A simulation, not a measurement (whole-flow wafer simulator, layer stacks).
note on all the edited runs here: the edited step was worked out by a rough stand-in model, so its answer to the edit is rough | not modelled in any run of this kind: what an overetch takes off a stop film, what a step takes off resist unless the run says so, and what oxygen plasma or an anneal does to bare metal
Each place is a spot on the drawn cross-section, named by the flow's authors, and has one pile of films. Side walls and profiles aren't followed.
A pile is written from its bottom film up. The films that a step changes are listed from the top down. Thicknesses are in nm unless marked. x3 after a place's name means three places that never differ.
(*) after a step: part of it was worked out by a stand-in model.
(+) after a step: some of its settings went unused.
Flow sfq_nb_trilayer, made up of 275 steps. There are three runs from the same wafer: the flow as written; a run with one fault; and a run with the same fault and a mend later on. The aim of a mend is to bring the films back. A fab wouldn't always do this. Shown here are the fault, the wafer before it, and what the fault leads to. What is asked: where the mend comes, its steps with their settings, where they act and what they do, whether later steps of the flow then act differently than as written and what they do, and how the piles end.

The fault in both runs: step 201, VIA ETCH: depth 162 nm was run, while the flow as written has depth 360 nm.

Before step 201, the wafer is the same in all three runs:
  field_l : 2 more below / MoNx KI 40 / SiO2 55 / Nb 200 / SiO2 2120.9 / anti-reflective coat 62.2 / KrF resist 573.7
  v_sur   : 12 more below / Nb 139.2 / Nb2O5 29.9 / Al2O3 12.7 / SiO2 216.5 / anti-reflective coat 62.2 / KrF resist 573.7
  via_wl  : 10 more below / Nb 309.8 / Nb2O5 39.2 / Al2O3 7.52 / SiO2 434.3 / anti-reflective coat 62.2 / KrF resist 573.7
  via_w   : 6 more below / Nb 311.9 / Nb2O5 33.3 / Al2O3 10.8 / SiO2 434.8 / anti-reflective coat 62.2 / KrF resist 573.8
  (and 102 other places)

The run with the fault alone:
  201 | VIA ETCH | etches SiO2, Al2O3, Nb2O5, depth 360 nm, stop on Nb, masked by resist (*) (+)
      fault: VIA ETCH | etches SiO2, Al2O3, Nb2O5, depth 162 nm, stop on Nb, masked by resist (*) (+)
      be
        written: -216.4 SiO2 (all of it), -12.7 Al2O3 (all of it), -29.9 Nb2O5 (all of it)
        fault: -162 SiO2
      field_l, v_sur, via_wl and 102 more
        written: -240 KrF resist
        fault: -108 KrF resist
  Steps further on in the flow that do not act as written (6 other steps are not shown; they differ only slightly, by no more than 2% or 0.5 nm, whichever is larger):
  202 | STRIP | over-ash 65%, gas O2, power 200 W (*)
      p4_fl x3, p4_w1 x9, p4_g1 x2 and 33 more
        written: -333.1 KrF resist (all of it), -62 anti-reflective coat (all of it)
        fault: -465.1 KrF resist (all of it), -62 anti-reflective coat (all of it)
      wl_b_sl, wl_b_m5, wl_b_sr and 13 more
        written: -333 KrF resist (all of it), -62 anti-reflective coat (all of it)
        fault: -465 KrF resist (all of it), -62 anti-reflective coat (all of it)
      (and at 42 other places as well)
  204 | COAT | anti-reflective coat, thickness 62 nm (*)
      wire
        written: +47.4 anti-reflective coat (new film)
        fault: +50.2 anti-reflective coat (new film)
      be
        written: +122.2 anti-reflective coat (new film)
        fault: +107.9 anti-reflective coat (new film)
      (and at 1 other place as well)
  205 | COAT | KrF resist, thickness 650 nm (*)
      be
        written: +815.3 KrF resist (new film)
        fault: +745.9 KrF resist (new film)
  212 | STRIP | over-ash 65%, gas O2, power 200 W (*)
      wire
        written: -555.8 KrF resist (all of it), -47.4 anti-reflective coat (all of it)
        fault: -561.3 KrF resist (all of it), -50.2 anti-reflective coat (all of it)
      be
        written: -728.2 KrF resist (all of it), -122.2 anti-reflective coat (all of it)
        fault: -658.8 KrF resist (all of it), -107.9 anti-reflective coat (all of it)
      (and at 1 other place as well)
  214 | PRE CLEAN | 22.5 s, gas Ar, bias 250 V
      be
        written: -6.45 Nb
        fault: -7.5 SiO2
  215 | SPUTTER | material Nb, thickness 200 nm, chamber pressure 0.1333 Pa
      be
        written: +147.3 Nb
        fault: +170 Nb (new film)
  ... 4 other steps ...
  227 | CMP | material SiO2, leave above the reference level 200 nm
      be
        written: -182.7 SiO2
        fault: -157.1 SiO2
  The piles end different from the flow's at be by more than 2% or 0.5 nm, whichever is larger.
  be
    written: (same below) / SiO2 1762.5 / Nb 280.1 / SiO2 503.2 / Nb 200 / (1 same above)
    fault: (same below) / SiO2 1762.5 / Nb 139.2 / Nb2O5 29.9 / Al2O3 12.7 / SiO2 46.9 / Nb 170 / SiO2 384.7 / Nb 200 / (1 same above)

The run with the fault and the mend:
  The mend stands after step 201.
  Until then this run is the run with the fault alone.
  201a | VIA ETCH | etches SiO2, Al2O3, Nb2O5, depth 198 nm, stop on Nb, masked by resist (*) (+) (the flow's step 201 again, with other settings)
      field_l, v_sur, via_wl and 102 more
        -132 KrF resist
      be
        -54.4 SiO2 (all of it), -12.7 Al2O3 (all of it), -29.9 Nb2O5 (all of it)
  Every later step of the flow that is run acts as written at every place that is followed.
  At every place that both follow, the piles at the end match the flow's.
